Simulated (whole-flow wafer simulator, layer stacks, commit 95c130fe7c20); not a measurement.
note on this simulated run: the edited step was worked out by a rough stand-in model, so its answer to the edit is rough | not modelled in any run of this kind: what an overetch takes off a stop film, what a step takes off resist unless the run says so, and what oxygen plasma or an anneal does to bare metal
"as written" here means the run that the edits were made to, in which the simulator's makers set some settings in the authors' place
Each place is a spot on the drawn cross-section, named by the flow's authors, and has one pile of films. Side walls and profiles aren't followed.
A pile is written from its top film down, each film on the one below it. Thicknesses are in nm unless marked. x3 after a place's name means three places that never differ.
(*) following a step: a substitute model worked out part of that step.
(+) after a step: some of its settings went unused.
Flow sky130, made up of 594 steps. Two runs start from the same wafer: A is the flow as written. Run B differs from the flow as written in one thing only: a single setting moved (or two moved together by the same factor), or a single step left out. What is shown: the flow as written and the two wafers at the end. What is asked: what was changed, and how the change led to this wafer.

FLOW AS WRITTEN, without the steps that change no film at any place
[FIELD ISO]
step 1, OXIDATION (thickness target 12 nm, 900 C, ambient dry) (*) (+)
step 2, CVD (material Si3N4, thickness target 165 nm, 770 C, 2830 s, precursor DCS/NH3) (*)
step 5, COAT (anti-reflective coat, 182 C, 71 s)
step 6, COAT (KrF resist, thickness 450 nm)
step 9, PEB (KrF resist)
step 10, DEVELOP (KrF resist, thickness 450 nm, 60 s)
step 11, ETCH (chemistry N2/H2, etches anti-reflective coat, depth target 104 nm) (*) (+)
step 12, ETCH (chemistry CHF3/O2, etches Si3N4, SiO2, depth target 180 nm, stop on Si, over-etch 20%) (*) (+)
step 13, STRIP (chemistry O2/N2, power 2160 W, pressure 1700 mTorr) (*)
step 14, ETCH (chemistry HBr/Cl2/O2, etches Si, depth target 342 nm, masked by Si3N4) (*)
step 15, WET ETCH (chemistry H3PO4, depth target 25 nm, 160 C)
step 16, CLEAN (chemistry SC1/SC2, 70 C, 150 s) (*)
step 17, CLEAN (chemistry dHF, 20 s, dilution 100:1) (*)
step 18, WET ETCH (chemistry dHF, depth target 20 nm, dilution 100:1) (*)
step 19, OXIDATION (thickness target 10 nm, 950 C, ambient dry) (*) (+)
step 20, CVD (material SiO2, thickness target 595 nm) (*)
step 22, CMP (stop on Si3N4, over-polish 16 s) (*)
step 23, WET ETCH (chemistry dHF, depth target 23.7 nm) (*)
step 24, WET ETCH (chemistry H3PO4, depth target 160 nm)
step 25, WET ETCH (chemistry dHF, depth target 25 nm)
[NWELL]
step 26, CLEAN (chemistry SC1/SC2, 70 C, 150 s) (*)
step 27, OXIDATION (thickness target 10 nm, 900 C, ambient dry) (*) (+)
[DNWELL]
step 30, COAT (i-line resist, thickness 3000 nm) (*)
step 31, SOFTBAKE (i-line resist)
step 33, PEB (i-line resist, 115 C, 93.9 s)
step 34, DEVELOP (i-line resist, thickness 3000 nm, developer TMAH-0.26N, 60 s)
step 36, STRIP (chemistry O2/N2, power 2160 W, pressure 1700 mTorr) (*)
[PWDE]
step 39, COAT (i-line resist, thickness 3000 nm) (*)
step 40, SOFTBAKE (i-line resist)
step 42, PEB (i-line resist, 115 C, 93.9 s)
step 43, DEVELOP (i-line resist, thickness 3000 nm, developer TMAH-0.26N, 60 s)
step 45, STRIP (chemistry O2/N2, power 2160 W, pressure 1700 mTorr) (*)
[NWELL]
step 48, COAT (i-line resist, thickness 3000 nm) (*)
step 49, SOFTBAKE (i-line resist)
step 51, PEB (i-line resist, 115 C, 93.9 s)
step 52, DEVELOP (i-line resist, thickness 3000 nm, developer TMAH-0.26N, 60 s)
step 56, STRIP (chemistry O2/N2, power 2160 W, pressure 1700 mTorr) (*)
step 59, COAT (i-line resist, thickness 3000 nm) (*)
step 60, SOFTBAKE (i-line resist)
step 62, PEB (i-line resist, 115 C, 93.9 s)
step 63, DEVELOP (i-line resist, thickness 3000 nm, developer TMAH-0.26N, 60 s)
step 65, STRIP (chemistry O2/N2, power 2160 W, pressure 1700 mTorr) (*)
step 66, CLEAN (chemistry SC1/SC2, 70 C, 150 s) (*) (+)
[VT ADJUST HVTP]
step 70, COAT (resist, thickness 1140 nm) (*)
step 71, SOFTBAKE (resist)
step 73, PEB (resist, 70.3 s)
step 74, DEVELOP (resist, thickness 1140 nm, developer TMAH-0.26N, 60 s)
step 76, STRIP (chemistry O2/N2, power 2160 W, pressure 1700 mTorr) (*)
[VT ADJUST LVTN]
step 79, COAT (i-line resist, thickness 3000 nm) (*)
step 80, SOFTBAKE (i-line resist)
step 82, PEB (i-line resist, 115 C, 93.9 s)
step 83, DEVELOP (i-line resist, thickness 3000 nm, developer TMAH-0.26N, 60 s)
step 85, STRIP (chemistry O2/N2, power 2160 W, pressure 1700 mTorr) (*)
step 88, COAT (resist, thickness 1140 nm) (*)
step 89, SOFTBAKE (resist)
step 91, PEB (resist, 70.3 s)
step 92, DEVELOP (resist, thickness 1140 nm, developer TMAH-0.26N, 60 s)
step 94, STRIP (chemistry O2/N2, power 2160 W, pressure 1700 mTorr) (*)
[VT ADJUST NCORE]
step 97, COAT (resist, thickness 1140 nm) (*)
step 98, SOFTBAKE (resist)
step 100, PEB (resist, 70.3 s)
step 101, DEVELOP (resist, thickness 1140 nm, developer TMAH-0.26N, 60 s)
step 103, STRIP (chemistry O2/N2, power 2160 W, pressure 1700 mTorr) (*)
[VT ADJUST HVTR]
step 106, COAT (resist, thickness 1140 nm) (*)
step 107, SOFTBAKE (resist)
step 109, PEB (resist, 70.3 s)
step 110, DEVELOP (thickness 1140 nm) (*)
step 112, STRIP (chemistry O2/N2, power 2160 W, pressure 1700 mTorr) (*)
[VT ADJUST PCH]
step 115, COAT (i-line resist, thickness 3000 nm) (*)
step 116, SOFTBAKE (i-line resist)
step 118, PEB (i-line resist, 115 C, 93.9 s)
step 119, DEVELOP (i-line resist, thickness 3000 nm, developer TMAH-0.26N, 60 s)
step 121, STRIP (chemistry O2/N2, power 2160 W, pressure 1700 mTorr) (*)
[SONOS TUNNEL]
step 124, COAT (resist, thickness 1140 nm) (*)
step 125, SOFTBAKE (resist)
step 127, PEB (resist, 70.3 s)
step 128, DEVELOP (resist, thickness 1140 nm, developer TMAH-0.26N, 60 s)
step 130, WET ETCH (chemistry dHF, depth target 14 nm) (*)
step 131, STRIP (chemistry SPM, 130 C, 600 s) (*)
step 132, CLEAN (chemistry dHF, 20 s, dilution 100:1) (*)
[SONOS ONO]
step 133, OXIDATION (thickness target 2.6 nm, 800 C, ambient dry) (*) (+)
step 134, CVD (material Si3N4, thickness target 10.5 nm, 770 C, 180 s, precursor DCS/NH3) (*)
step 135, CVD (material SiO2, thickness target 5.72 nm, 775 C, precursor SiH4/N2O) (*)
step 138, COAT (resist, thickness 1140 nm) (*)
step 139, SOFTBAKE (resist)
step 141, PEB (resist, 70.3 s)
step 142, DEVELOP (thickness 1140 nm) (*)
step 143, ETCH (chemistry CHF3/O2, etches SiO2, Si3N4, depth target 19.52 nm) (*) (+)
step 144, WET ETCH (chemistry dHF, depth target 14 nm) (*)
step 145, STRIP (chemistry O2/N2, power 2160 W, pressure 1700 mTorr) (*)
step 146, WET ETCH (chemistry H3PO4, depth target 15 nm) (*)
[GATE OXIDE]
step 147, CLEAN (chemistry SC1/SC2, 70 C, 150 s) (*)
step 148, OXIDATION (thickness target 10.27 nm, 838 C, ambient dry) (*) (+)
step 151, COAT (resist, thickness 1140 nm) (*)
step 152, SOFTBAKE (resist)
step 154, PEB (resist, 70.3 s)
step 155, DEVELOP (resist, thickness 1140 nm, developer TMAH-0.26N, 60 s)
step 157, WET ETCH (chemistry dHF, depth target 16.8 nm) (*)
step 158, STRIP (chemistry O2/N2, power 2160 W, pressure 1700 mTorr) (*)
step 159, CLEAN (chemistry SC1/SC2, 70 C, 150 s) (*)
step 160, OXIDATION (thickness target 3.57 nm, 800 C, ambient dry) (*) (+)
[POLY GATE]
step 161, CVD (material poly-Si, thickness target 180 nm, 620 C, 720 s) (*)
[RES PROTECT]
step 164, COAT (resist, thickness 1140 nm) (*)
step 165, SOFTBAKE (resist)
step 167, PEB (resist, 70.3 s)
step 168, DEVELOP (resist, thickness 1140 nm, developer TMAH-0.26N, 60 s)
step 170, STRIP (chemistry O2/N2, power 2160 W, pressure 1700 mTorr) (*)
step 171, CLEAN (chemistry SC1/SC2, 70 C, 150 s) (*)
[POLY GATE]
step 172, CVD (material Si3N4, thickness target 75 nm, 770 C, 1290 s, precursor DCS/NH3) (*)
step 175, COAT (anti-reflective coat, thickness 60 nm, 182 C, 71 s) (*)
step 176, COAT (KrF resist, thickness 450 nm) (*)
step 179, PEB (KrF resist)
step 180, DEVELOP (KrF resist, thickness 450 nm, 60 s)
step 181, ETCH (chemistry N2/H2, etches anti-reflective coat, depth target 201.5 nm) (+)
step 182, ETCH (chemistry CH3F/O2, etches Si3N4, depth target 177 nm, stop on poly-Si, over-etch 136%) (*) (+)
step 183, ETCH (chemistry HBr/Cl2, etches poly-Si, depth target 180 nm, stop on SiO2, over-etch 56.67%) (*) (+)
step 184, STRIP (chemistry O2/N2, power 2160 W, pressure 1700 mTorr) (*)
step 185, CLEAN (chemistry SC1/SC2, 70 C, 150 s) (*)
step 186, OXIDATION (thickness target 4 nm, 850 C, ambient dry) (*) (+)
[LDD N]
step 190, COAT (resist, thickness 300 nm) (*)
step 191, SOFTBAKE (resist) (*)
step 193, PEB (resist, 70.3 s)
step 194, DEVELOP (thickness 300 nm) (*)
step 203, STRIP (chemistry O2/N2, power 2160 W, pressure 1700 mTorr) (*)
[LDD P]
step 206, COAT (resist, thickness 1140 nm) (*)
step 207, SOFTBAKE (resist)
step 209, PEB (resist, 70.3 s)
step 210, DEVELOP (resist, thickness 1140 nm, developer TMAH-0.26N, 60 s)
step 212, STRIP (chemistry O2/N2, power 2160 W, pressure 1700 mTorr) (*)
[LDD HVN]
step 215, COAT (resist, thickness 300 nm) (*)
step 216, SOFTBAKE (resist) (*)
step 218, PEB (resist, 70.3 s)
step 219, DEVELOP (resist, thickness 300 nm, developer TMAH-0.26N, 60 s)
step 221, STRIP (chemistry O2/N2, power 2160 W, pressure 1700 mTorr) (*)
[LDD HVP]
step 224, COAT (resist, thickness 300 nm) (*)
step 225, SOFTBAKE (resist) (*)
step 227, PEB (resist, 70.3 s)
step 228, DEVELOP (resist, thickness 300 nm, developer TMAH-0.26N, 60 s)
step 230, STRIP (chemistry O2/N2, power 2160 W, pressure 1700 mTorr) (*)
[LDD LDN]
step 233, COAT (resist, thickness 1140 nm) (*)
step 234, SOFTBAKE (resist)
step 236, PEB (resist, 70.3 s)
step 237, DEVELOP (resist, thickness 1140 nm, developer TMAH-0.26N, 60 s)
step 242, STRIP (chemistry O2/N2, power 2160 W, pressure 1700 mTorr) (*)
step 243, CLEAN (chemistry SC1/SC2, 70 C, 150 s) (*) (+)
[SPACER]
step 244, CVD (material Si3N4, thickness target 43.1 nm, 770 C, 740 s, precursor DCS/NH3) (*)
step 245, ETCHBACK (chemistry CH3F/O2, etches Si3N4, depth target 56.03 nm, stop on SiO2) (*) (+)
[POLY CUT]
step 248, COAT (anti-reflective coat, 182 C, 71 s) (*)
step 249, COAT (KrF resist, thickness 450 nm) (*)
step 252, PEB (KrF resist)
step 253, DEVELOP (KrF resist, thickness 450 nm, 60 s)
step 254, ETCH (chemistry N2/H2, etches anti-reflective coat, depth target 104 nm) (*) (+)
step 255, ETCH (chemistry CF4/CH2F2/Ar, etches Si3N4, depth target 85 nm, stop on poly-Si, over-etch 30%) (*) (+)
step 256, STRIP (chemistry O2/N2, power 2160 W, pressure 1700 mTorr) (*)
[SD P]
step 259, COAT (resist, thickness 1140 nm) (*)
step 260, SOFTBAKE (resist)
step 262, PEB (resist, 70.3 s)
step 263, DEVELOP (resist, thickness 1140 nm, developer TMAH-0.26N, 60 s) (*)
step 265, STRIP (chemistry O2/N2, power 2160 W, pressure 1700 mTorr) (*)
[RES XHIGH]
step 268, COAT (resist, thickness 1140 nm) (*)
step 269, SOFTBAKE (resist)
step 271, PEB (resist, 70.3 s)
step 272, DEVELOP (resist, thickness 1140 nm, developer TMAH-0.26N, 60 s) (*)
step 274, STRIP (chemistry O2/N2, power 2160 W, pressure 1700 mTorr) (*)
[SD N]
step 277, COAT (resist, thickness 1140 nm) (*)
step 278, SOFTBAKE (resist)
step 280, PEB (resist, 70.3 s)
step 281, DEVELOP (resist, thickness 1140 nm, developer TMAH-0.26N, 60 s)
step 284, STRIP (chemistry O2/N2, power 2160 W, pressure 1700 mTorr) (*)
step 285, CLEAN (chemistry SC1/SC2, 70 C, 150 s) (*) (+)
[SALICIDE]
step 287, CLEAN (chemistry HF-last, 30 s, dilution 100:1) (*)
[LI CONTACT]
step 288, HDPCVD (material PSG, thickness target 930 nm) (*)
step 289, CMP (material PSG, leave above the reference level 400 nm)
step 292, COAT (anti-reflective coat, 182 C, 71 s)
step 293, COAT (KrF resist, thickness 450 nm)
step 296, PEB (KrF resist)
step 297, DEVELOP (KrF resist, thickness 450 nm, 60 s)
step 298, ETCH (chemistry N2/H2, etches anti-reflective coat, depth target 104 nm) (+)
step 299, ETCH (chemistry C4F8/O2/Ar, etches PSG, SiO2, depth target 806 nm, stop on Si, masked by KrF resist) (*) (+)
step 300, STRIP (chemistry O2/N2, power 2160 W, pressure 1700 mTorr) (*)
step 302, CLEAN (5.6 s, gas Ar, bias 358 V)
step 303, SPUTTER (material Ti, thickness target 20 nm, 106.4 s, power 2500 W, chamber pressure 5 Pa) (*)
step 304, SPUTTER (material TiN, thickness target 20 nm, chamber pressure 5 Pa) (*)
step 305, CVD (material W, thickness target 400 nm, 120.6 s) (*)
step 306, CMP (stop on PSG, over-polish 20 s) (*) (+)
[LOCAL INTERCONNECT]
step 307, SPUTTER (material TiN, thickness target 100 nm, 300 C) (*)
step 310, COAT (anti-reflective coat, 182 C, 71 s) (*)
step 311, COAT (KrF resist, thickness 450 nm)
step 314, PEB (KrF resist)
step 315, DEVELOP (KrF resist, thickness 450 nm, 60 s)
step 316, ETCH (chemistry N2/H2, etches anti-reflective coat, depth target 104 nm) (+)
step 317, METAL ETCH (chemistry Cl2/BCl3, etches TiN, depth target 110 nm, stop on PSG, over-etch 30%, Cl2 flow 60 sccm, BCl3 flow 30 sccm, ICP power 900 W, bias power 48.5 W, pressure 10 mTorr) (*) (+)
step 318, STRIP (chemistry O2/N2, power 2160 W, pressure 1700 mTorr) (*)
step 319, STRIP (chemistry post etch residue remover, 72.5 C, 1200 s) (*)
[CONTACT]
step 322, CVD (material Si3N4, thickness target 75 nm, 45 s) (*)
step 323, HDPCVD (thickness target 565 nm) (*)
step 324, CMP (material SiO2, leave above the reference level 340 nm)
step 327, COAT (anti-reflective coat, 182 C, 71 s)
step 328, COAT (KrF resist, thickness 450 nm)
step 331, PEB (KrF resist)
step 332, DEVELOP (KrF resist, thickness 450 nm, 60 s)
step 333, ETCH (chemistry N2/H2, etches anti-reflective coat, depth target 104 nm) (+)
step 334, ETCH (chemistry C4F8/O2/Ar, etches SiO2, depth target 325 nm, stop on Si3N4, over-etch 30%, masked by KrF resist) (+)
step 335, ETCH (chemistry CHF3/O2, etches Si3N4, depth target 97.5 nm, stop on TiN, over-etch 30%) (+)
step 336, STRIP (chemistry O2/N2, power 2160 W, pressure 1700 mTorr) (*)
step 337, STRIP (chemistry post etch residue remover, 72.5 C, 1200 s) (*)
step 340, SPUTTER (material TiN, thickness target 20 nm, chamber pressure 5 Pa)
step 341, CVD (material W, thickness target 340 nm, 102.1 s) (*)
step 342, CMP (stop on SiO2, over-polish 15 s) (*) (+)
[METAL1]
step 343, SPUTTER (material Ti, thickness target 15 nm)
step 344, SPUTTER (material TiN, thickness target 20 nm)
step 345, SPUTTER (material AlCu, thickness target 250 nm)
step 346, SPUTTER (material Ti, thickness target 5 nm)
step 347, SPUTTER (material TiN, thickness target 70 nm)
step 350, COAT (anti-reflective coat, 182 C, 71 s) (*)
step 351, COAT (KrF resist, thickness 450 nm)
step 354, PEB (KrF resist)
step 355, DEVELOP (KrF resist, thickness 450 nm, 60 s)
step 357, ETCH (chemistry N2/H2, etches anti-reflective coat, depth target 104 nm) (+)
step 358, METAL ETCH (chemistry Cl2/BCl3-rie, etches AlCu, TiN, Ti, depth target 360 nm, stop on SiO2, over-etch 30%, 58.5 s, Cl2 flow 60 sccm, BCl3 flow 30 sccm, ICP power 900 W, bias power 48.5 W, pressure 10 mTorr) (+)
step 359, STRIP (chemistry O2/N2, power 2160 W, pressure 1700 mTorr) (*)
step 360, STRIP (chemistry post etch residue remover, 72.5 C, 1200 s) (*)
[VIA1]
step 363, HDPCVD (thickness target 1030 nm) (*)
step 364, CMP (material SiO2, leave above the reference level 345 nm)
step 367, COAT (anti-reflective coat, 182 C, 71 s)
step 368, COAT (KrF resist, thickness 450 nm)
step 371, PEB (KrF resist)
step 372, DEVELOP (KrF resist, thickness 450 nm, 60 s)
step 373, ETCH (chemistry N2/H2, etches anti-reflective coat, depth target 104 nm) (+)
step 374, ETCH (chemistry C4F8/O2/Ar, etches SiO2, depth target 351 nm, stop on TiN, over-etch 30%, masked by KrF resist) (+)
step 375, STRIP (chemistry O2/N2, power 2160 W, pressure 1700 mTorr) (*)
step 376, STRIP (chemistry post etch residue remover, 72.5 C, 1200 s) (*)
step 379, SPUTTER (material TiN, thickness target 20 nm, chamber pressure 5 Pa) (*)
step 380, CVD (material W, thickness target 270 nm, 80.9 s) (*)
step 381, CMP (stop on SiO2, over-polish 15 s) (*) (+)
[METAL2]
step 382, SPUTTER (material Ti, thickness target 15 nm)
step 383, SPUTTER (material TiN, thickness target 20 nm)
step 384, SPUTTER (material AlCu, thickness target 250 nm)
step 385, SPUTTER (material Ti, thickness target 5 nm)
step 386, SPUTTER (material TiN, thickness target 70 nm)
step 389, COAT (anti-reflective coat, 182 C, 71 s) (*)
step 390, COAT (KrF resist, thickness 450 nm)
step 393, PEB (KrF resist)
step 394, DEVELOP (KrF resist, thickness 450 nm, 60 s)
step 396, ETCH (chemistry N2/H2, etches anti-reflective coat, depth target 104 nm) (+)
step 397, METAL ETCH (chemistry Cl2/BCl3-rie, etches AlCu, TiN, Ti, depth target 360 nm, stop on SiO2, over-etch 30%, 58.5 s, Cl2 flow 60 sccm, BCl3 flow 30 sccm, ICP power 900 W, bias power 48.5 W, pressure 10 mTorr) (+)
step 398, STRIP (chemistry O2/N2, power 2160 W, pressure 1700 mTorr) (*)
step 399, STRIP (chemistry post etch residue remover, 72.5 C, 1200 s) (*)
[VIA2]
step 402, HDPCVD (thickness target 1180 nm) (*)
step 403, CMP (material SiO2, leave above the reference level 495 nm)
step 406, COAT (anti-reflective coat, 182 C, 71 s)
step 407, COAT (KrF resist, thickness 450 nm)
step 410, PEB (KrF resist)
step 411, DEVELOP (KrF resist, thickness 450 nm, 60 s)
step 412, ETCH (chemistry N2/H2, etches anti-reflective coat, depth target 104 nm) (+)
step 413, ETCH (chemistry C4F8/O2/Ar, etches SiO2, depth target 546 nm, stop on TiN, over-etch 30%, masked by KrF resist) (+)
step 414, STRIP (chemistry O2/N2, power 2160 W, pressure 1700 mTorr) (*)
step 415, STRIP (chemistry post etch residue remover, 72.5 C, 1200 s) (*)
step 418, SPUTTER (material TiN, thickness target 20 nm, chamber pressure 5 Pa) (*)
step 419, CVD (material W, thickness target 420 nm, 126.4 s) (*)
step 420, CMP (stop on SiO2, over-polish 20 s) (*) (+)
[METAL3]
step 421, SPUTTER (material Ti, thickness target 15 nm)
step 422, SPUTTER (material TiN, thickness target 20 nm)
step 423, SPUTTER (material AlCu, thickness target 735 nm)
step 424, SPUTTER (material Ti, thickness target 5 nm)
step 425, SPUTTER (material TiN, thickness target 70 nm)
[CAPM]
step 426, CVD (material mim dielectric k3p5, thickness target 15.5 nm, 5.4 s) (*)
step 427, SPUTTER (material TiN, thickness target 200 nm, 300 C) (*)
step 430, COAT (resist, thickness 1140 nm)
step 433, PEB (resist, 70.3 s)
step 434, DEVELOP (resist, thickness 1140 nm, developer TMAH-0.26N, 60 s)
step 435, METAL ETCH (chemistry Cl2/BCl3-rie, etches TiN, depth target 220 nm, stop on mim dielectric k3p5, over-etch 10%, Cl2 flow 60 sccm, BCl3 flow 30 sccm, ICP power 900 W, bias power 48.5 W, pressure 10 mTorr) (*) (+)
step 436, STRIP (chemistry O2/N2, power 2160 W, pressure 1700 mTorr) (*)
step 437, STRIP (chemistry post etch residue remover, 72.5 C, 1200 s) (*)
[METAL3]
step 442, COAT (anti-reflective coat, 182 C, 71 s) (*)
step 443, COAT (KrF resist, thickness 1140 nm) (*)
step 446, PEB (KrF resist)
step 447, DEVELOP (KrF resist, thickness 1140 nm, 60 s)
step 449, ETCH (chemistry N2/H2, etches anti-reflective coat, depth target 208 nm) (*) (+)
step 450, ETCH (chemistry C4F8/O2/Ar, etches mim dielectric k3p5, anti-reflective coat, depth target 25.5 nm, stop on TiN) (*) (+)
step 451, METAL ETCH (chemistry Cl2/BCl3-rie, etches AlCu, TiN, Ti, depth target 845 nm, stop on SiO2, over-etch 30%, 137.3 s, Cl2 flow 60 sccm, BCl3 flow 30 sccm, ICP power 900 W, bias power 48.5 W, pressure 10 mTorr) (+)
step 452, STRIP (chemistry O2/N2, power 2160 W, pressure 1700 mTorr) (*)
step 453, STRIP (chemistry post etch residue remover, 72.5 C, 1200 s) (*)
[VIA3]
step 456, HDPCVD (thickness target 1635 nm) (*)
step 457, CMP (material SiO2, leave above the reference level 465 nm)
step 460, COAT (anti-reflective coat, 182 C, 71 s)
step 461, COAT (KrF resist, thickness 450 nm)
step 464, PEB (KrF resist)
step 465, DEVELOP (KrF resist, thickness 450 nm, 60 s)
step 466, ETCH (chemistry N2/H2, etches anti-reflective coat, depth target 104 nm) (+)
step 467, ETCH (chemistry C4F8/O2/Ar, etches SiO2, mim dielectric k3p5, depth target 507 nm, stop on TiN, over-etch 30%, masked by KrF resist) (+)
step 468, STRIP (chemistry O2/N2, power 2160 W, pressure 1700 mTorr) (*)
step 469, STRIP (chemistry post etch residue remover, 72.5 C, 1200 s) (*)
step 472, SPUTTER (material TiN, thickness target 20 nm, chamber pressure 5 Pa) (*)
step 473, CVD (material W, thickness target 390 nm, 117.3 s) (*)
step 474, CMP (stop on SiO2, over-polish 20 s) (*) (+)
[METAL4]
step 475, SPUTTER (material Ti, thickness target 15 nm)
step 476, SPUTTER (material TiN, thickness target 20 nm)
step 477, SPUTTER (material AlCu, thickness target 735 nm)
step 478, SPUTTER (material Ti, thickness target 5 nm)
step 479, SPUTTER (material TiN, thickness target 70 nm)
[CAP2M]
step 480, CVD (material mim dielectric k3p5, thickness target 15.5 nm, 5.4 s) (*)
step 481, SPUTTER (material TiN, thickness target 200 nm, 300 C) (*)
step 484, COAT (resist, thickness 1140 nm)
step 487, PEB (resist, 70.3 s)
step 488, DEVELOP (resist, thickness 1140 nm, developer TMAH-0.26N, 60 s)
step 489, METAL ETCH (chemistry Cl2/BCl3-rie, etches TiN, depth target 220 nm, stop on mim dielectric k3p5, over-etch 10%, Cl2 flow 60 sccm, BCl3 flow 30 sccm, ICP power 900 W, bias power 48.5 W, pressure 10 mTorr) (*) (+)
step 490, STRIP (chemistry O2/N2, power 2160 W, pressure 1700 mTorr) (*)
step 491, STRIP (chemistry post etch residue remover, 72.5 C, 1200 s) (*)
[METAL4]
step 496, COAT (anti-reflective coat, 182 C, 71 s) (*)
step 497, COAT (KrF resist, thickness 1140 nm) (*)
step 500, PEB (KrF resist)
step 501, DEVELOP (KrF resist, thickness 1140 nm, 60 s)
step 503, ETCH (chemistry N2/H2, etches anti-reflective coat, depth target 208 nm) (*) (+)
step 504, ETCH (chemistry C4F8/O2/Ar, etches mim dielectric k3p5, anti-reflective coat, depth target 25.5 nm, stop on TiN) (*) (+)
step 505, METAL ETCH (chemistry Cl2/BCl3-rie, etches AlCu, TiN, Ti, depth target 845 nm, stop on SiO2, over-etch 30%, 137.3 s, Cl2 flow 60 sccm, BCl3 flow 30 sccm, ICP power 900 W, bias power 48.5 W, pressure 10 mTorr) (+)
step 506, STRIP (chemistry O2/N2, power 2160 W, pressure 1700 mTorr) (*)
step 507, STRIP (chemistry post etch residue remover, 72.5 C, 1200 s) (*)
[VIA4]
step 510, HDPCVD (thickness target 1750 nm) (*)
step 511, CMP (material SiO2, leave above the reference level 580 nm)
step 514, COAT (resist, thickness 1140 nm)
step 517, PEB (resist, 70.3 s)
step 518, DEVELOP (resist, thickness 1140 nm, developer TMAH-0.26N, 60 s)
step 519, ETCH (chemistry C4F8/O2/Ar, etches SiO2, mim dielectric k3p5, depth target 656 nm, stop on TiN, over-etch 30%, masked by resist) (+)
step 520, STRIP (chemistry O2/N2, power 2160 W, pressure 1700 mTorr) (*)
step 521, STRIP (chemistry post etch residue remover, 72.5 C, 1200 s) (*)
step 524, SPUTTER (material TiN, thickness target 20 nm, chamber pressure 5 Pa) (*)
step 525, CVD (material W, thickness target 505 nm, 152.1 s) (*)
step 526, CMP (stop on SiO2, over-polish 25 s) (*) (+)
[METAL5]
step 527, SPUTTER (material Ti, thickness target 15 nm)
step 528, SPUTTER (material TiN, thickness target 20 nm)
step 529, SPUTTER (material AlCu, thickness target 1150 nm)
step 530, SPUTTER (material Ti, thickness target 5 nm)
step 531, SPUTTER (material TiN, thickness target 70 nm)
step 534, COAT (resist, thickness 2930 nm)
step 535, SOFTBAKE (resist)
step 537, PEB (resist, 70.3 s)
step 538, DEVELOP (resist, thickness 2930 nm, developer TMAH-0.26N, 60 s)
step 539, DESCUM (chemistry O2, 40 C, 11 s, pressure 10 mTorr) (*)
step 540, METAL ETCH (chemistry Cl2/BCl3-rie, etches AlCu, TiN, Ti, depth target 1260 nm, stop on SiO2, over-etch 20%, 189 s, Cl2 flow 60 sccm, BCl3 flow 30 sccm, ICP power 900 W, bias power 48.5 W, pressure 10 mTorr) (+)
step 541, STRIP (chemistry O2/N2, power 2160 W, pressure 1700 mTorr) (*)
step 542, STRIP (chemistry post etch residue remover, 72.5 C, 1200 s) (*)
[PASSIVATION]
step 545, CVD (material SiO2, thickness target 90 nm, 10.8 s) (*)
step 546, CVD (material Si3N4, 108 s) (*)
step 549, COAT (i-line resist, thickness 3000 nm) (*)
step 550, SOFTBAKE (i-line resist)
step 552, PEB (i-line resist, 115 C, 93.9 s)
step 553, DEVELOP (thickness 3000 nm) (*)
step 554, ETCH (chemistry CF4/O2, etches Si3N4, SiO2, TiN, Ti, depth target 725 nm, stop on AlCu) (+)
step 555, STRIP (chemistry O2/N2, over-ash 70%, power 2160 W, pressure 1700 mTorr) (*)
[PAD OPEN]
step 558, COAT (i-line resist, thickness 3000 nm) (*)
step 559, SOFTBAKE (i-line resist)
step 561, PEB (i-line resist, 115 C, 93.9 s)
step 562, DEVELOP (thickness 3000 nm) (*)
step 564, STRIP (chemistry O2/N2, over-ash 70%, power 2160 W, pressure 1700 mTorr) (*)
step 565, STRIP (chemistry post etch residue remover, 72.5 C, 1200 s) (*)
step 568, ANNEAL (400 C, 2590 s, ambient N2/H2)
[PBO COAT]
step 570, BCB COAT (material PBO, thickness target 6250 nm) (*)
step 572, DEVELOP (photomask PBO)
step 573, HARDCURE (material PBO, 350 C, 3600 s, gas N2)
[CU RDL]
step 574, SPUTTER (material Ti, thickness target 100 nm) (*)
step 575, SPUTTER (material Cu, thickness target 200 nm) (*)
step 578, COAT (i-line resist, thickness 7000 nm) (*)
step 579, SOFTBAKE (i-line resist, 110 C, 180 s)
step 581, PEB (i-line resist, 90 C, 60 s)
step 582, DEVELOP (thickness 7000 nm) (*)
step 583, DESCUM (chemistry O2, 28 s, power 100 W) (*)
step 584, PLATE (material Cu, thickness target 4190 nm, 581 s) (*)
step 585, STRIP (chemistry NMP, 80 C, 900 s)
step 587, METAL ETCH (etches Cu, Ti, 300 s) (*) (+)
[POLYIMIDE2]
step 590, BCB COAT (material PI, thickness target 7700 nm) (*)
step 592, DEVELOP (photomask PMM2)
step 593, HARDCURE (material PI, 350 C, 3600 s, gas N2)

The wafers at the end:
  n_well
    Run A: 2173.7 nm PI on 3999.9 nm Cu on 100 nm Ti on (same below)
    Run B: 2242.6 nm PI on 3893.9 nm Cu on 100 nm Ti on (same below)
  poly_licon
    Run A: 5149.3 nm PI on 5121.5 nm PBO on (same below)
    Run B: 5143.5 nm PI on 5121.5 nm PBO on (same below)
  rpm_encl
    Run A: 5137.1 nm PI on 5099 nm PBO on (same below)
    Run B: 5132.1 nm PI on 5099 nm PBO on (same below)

Cause: step 575, SPUTTER: thickness target 94 nm was run, while the flow as written has thickness target 200 nm.

How this came from the change, step by step:
  step 575, SPUTTER (material Cu, thickness target 200 nm) (*)
      field, active, n_well and 190 more: A Cu gains 200 (new film) | B Cu gains 94 (new film)
  step 587, METAL ETCH (etches Cu, Ti, 300 s) (*) (+)
      field, active, gate and 167 more: A Cu loses 200 (all of it), Ti loses 100 (all of it) | B Cu loses 94 (all of it), Ti loses 100 (all of it)
  step 590, BCB COAT (material PI, thickness target 7700 nm) (*)
      n_well, p_well, sd_n, sd_p: A PI gains 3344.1 (new film) | B PI gains 3450.1 (new film)
      mim: A PI gains 3670.5 (new film) | B PI gains 3771.7 (new film)
      (and at 14 other places as well)
  step 593, HARDCURE (material PI, 350 C, 3600 s, gas N2)
      n_well, p_well, sd_n, sd_p: A PI loses 1170.4 | B PI loses 1207.5
